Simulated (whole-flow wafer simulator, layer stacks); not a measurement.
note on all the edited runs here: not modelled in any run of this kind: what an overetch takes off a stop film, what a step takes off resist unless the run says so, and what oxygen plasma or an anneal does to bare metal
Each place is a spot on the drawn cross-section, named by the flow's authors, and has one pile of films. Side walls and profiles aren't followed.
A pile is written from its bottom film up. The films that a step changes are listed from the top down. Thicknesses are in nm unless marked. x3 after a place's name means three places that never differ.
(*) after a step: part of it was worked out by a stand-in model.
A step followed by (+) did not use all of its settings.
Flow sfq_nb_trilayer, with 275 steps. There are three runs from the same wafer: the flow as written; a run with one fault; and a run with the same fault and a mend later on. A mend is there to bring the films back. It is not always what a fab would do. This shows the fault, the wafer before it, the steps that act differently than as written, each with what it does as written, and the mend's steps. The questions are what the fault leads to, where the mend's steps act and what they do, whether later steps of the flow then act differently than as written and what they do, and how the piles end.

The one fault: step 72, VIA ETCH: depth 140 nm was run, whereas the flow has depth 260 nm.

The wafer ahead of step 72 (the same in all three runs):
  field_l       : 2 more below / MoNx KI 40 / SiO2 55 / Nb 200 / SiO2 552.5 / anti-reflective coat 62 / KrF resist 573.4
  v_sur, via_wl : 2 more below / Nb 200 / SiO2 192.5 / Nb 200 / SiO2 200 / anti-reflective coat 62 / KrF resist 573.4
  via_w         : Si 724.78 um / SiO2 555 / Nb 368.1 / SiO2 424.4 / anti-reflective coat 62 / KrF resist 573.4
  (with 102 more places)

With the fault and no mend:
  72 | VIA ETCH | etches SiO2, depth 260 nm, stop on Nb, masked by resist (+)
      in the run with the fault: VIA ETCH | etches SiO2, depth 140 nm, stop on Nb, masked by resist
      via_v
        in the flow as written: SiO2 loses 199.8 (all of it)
        in the run with the fault: SiO2 loses 140
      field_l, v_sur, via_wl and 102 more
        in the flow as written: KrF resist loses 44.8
        in the run with the fault: KrF resist loses 24.1
  Steps later in the flow that act otherwise than as written (not shown: 3 more steps that differ only slightly, by at most 2% or 0.5 nm, whichever is larger):
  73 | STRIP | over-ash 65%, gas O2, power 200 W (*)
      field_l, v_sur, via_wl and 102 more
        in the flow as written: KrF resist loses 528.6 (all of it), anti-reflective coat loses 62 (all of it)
        in the run with the fault: KrF resist loses 549.3 (all of it), anti-reflective coat loses 62 (all of it)
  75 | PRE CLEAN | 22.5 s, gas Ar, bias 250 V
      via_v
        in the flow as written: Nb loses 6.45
        in the run with the fault: SiO2 loses 7.5
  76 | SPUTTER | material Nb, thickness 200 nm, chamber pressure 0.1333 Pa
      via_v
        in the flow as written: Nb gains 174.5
        in the run with the fault: Nb gains 186.4 (new film)
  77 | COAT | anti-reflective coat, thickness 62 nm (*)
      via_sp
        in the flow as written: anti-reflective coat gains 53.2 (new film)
        in the run with the fault: anti-reflective coat gains 54.3 (new film)
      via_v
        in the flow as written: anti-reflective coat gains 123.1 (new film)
        in the run with the fault: anti-reflective coat gains 109.6 (new film)
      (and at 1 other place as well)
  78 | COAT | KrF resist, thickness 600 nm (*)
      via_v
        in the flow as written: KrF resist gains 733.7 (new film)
        in the run with the fault: KrF resist gains 685.9 (new film)
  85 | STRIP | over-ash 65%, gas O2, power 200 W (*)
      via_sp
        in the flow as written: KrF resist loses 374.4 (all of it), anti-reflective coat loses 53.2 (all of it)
        in the run with the fault: KrF resist loses 378.3 (all of it), anti-reflective coat loses 54.3 (all of it)
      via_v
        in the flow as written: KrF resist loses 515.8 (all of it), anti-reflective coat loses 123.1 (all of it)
        in the run with the fault: KrF resist loses 468.1 (all of it), anti-reflective coat loses 109.6 (all of it)
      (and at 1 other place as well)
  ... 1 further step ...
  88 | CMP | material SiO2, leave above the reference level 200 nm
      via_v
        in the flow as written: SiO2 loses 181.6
        in the run with the fault: SiO2 loses 157.1
  At via_v, the piles at the end differ from the flow's by more than 2% or 0.5 nm, whichever is larger.
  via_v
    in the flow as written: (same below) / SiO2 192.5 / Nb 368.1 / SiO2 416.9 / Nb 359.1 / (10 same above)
    in the run with the fault: (same below) / SiO2 192.5 / Nb 200 / SiO2 52.3 / Nb 186.4 / SiO2 346.2 / Nb 359.1 / (10 same above)

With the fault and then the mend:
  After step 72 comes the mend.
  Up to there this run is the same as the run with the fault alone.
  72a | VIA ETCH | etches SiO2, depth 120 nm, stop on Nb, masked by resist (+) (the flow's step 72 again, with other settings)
      field_l, v_sur, via_wl and 102 more
        KrF resist loses 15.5
      via_v
        SiO2 loses 59.8 (all of it)
  Later steps of the flow that are run all act as written at every place that is followed, up to a difference of at most 2% or 0.5 nm, whichever is larger.
  By the end, the piles equal the flow's at every place that both follow.
